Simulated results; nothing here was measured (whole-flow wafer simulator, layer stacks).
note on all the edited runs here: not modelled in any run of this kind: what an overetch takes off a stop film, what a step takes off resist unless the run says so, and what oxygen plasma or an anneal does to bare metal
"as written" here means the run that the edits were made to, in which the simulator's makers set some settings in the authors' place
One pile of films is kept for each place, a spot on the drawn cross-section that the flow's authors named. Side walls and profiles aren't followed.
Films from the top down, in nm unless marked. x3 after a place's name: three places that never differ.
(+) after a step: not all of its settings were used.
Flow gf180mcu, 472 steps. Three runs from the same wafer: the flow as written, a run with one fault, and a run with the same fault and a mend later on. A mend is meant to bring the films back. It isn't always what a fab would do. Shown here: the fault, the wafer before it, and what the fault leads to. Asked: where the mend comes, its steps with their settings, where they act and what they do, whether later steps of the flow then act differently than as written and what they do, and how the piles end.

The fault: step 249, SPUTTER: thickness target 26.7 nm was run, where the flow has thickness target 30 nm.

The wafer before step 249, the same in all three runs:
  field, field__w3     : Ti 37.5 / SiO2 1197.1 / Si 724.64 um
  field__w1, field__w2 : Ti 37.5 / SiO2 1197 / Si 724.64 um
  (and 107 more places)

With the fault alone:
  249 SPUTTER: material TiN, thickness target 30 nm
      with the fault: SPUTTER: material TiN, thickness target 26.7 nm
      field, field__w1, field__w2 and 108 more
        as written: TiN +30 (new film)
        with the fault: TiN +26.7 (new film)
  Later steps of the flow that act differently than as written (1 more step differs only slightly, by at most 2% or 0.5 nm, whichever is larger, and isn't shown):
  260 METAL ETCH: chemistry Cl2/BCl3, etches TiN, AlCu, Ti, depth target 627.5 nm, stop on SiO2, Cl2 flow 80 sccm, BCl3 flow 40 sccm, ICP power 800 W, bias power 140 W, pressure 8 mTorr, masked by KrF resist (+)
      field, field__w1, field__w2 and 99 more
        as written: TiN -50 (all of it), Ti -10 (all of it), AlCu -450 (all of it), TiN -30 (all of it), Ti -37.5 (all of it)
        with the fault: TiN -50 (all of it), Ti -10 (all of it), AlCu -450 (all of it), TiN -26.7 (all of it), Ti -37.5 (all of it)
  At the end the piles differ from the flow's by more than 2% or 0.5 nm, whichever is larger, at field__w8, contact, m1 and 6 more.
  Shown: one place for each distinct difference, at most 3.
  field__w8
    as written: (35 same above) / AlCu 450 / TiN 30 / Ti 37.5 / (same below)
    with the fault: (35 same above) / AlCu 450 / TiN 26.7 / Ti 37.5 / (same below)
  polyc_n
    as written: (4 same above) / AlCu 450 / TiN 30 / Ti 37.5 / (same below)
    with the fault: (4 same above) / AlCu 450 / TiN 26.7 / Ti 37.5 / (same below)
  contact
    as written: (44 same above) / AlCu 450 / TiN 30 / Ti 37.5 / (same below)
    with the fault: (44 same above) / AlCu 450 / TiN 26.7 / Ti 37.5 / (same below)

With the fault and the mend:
  The mend comes after step 249.
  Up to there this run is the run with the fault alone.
  249a SPUTTER: material TiN, thickness target 3.3 nm (the flow's step 249 once more, with other settings)
      field, field__w1, field__w2 and 108 more
        TiN +3.3
  No later step of the flow acts differently than as written at any place that is followed.
  At the end the piles are the same as the flow's at every place that both follow.
